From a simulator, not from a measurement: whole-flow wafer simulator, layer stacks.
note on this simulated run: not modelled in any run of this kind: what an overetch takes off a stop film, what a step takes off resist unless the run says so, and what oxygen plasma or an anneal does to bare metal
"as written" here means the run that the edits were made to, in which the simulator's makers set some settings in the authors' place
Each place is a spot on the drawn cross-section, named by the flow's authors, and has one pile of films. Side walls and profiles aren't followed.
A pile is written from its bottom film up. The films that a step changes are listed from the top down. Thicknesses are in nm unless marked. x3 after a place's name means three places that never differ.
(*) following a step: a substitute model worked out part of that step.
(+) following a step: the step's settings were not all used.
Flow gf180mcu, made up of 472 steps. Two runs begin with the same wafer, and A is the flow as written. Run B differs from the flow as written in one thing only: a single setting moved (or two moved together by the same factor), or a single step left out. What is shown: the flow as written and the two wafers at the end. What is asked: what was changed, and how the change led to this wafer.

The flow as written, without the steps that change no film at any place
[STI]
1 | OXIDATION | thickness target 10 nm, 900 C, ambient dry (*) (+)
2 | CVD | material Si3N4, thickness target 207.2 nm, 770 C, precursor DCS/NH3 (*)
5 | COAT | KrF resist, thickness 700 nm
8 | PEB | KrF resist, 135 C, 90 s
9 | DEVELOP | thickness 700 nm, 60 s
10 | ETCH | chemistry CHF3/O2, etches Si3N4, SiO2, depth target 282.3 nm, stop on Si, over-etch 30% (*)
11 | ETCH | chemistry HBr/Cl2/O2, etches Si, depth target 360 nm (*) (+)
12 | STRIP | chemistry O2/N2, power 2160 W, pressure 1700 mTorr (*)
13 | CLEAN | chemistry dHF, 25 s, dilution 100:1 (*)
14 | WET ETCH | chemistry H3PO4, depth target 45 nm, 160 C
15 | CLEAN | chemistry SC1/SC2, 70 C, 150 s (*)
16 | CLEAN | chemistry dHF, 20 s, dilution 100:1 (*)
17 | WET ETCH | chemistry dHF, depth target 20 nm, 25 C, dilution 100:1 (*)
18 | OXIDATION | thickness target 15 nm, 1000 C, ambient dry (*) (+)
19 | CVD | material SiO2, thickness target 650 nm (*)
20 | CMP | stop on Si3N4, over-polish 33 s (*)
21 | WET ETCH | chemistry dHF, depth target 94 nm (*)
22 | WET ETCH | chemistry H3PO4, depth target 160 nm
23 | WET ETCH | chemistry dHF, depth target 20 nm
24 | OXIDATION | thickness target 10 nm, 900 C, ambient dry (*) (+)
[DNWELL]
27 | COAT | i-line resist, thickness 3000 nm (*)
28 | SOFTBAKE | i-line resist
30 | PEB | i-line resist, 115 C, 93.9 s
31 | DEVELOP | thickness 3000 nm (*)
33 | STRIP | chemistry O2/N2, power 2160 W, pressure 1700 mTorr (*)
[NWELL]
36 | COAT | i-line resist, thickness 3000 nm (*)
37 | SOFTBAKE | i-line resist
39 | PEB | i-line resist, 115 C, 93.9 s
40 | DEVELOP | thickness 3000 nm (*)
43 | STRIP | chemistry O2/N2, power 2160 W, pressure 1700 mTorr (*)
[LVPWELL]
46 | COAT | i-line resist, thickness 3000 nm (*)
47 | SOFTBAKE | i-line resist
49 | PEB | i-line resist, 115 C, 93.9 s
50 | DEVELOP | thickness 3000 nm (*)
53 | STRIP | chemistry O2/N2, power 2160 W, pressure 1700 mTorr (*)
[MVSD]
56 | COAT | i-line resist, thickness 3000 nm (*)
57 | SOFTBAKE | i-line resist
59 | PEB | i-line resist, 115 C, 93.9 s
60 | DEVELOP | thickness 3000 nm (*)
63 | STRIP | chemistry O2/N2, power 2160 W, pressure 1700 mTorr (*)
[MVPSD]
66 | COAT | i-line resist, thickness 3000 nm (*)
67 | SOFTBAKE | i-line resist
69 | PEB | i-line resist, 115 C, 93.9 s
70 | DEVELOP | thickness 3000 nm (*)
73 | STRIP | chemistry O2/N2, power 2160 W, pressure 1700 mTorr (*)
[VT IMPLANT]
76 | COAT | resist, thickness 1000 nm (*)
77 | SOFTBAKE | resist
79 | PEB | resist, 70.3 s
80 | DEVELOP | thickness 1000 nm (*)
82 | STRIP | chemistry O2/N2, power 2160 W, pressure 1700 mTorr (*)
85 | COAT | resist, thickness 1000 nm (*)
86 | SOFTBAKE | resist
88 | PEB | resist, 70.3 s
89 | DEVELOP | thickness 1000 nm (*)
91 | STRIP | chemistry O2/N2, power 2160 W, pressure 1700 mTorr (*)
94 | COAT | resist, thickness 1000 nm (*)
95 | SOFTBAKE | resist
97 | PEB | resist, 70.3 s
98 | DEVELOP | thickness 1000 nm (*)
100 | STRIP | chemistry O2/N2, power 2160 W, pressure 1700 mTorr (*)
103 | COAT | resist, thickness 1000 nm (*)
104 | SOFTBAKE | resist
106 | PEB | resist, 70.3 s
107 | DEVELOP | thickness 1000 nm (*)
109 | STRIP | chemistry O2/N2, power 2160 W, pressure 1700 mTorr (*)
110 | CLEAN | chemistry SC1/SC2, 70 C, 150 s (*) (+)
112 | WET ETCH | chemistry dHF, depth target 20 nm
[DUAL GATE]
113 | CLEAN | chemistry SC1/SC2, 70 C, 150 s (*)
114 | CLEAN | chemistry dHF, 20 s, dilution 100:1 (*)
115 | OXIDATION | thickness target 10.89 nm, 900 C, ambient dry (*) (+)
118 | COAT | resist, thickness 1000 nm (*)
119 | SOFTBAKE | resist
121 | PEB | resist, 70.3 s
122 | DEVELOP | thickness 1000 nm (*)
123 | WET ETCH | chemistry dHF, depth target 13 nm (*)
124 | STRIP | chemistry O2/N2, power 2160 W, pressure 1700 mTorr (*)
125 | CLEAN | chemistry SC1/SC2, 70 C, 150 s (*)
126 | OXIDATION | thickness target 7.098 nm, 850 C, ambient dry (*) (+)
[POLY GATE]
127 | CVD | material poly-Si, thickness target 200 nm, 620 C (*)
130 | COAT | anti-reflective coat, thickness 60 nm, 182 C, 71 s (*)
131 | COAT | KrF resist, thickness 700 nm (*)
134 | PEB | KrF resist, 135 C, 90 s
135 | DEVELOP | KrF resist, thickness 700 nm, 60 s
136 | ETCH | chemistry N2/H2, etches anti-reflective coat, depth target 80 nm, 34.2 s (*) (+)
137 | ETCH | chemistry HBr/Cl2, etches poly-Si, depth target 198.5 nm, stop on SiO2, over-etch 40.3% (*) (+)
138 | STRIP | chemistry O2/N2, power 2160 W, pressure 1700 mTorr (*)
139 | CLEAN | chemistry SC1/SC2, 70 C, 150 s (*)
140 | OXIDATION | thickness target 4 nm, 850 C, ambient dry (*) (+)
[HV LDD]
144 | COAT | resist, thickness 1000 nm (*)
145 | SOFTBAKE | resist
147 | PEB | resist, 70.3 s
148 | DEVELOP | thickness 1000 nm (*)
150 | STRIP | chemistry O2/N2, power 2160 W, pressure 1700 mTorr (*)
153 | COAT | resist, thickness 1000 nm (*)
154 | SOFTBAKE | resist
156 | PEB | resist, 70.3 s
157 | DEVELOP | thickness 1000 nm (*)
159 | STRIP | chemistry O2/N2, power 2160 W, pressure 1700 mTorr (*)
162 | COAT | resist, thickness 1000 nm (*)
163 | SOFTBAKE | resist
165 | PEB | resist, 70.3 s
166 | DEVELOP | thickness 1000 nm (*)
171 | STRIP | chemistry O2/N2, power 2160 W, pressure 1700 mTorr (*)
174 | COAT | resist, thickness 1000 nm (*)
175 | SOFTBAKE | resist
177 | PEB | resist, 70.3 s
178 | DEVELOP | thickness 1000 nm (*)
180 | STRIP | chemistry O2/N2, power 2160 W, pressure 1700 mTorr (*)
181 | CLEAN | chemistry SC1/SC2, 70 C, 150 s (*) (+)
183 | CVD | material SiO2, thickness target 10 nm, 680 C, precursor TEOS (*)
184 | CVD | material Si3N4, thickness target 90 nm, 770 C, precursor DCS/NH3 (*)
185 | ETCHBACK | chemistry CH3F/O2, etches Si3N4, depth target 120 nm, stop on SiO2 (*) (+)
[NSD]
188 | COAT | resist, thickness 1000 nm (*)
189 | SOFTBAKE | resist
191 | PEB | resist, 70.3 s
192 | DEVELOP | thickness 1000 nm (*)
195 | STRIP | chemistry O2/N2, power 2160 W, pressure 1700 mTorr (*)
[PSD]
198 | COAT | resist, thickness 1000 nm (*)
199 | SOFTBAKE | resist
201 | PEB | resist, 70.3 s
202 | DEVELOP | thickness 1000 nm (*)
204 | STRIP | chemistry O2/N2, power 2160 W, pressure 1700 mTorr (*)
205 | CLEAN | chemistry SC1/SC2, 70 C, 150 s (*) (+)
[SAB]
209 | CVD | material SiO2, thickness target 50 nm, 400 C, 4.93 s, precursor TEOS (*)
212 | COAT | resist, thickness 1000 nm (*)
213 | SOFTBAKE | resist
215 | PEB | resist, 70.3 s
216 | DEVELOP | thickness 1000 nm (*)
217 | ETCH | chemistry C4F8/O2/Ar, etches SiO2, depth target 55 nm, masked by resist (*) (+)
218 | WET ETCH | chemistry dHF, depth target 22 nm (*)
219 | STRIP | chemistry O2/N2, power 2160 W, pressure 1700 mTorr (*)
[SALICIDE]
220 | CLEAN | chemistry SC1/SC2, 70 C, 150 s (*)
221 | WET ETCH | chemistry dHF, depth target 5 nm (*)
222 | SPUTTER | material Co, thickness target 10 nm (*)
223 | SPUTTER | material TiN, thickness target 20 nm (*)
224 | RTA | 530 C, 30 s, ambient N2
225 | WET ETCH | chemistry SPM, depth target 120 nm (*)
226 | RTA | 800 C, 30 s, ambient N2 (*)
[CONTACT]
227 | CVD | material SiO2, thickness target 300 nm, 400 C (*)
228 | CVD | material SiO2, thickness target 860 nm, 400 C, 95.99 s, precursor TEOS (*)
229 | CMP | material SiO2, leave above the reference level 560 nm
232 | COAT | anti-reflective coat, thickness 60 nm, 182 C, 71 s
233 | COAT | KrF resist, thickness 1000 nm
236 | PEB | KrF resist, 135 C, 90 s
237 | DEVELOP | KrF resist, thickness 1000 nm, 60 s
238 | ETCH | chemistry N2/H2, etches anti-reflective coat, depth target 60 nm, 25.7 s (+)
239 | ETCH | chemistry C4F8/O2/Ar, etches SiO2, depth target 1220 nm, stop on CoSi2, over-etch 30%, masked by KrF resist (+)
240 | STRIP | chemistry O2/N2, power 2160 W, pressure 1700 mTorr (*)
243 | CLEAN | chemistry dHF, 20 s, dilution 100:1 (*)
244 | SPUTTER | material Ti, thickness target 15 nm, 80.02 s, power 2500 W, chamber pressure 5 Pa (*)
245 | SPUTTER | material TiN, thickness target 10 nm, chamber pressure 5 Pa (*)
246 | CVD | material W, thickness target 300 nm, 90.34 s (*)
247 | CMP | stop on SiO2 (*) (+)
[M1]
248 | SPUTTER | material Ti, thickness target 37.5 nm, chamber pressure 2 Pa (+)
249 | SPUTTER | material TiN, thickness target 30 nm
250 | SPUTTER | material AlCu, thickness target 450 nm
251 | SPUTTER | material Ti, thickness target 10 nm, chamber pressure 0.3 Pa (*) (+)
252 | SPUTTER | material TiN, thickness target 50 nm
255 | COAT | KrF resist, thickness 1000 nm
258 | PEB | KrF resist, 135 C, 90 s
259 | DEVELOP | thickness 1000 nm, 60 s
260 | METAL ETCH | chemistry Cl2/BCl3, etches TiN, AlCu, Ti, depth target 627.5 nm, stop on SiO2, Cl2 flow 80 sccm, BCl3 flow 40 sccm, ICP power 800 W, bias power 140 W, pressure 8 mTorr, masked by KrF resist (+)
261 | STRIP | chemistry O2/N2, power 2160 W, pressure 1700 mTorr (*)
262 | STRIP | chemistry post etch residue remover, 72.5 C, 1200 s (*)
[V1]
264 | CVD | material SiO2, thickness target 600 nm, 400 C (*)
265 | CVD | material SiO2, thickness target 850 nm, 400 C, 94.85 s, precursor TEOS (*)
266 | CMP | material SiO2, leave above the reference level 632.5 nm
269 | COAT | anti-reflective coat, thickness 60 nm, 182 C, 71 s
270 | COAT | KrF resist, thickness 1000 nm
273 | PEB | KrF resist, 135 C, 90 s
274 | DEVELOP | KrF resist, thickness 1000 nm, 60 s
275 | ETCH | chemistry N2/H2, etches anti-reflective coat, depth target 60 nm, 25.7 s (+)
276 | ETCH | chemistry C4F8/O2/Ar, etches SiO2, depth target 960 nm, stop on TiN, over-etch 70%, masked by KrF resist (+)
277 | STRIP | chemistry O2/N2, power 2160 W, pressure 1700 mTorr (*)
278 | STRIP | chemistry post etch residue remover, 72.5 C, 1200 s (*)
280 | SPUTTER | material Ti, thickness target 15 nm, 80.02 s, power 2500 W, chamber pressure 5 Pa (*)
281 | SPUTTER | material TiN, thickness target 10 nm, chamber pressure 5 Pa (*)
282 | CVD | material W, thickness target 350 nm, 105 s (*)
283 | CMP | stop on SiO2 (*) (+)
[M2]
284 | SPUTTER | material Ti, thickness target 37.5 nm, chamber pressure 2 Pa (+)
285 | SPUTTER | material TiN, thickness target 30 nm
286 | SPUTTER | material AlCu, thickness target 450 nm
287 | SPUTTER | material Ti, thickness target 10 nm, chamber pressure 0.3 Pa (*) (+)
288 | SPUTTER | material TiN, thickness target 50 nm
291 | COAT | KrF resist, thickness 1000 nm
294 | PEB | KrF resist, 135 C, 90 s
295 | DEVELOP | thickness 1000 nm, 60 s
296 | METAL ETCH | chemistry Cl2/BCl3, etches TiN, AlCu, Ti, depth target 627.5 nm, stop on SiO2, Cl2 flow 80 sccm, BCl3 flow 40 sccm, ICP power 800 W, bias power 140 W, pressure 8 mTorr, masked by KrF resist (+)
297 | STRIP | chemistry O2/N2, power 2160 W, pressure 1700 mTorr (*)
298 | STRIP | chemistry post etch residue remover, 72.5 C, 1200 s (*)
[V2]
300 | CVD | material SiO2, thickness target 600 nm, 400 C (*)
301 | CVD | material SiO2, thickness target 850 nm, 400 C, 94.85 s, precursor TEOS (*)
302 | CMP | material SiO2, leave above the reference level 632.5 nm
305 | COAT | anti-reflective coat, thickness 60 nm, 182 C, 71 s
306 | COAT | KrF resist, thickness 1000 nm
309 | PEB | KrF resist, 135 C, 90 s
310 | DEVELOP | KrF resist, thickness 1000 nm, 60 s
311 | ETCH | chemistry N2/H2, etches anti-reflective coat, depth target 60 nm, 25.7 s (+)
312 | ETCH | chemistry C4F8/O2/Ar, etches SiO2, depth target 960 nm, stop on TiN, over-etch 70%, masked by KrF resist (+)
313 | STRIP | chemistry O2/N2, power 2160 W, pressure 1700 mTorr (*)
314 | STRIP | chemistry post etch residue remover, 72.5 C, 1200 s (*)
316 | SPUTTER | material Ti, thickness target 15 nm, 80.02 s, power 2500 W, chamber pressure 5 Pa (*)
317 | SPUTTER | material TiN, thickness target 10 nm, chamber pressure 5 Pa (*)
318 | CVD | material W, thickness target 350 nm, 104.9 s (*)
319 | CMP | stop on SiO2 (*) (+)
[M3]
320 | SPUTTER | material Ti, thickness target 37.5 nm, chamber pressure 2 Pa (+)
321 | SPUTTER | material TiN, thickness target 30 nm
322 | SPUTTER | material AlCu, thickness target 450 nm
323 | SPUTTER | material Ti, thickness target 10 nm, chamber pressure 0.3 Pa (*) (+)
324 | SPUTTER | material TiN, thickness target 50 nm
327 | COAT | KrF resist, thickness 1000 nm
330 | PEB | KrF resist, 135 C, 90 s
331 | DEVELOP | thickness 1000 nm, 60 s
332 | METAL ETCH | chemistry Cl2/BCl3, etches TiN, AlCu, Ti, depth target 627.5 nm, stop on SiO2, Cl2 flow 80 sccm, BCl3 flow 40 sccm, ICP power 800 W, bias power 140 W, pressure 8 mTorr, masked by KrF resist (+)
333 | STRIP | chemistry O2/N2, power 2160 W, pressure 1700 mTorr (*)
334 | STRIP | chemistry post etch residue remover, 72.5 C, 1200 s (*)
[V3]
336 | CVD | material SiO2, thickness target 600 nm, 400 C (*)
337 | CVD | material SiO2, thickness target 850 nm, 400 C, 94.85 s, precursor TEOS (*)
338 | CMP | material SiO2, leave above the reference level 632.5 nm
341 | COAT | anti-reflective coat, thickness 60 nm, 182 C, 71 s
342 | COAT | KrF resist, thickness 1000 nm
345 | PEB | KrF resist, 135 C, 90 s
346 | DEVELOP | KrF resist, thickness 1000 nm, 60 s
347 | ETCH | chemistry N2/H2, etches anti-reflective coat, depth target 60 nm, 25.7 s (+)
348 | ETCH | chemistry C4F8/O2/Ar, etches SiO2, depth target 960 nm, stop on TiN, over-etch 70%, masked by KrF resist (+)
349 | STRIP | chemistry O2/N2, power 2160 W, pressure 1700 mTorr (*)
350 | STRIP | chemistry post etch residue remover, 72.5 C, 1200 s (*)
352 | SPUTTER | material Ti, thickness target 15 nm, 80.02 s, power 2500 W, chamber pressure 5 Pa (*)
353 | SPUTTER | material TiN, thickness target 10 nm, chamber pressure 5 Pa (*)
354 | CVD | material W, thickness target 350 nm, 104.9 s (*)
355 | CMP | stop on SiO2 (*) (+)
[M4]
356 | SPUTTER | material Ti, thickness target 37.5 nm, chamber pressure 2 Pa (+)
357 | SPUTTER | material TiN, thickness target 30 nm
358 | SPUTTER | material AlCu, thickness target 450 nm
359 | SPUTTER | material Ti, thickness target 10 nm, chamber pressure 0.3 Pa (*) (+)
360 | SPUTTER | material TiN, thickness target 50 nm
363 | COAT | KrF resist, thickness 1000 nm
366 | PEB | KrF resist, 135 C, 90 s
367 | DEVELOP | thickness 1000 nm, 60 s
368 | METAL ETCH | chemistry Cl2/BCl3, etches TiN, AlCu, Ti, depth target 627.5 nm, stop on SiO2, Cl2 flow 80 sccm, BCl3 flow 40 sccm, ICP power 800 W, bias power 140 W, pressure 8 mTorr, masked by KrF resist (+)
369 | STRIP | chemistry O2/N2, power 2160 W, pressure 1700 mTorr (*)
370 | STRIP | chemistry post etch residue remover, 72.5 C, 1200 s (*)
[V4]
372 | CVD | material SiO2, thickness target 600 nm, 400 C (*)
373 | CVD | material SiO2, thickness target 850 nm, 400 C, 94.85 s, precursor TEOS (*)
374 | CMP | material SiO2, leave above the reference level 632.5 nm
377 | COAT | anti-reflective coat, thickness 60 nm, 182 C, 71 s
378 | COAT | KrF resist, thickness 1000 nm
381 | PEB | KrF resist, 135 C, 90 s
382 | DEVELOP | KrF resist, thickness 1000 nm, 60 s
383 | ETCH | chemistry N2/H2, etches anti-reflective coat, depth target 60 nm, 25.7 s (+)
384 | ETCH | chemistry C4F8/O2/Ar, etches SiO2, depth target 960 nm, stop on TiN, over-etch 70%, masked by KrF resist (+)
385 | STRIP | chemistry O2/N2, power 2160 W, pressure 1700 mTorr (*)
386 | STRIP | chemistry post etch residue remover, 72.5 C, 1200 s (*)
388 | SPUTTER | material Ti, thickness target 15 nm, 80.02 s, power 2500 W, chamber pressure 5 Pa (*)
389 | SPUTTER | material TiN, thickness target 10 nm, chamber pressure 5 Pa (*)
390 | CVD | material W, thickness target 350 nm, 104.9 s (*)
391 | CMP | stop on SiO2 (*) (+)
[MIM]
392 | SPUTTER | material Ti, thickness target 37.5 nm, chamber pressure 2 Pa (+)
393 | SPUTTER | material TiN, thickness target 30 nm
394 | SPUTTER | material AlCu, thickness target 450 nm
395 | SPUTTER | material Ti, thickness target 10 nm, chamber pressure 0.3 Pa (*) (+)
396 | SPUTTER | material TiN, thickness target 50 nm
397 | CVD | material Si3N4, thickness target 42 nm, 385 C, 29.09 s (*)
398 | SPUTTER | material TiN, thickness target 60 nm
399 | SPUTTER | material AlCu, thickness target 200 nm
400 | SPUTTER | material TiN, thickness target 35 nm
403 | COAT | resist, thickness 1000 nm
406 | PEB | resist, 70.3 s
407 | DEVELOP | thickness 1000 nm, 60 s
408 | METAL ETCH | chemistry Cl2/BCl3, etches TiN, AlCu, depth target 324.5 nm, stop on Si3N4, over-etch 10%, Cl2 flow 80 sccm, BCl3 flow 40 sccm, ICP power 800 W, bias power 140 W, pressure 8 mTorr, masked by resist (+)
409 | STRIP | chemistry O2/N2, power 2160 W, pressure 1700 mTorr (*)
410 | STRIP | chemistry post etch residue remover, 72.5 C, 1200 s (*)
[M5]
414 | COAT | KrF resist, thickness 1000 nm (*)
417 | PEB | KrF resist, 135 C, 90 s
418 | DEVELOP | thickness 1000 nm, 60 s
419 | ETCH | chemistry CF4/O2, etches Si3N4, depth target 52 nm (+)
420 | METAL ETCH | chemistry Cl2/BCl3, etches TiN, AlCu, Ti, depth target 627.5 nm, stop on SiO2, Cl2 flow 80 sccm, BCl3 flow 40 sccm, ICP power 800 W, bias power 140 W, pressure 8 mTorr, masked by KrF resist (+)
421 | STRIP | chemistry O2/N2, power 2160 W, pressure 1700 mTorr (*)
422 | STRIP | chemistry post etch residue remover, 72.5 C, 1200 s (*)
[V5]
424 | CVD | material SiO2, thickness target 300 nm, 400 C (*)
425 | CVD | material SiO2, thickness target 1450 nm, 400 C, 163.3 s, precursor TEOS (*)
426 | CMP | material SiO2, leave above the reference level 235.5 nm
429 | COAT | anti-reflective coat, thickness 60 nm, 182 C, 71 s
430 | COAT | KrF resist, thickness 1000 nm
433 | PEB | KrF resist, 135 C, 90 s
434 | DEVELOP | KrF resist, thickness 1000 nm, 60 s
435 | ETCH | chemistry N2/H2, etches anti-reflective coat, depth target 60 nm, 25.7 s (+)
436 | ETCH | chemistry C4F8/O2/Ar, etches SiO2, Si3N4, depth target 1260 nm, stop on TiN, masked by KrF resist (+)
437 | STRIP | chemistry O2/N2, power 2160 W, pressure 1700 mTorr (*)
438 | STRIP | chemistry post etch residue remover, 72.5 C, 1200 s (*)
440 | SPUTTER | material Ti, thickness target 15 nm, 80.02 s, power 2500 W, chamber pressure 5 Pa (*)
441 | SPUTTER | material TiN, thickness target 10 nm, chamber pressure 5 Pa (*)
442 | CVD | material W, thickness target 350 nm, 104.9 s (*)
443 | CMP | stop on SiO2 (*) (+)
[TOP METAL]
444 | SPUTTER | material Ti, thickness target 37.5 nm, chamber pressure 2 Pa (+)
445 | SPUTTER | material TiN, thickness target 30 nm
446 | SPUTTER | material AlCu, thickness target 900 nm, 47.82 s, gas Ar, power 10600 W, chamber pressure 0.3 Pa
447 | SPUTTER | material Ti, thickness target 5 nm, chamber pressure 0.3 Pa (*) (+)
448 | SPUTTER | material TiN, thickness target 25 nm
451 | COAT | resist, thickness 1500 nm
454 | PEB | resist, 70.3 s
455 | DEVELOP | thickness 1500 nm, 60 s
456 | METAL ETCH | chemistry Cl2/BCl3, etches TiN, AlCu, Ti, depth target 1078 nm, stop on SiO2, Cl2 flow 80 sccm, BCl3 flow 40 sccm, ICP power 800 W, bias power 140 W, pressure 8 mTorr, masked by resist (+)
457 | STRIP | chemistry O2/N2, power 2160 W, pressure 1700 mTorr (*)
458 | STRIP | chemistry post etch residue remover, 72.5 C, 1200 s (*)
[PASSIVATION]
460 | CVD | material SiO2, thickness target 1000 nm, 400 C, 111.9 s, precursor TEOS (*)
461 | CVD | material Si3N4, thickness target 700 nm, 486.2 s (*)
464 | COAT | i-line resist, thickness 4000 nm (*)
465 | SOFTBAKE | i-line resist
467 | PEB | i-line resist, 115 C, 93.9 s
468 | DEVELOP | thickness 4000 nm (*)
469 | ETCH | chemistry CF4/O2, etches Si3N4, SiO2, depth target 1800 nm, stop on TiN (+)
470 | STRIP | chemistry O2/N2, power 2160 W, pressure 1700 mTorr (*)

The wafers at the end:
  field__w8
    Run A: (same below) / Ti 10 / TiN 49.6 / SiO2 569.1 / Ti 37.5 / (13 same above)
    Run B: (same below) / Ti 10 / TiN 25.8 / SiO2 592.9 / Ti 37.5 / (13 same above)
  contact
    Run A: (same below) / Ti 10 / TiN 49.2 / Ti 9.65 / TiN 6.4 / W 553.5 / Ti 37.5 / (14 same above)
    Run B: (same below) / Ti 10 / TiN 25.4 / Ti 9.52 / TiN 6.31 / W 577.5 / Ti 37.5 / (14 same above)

The reason: step 360, SPUTTER: thickness target 26.2 nm was run, while the flow as written has thickness target 50 nm.

Step by step, how the change led to this:
  360 | SPUTTER | material TiN, thickness target 50 nm
      field, field__w1, field__w2 and 108 more: A TiN gains 50 (new film) | B TiN gains 26.2 (new film)
  368 | METAL ETCH | chemistry Cl2/BCl3, etches TiN, AlCu, Ti, depth target 627.5 nm, stop on SiO2, Cl2 flow 80 sccm, BCl3 flow 40 sccm, ICP power 800 W, bias power 140 W, pressure 8 mTorr, masked by KrF resist (+)
      field, field__w1, field__w2 and 103 more: A TiN loses 50 (all of it), Ti loses 10 (all of it), AlCu loses 450 (all of it), TiN loses 30 (all of it), Ti loses 37.5 (all of it) | B TiN loses 26.2 (all of it), Ti loses 10 (all of it), AlCu loses 450 (all of it), TiN loses 30 (all of it), Ti loses 37.5 (all of it)
  374 | CMP | material SiO2, leave above the reference level 632.5 nm
      field__w8, contact, m1, m1__w1, m1_nw: A SiO2 loses 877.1 | B SiO2 loses 853.3
  384 | ETCH | chemistry C4F8/O2/Ar, etches SiO2, depth target 960 nm, stop on TiN, over-etch 70%, masked by KrF resist (+)
      contact: A SiO2 loses 572.5 (all of it) | B SiO2 loses 596.3 (all of it)
  390 | CVD | material W, thickness target 350 nm, 104.9 s (*)
      contact: A W gains 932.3 (new film) | B W gains 956.3 (new film)
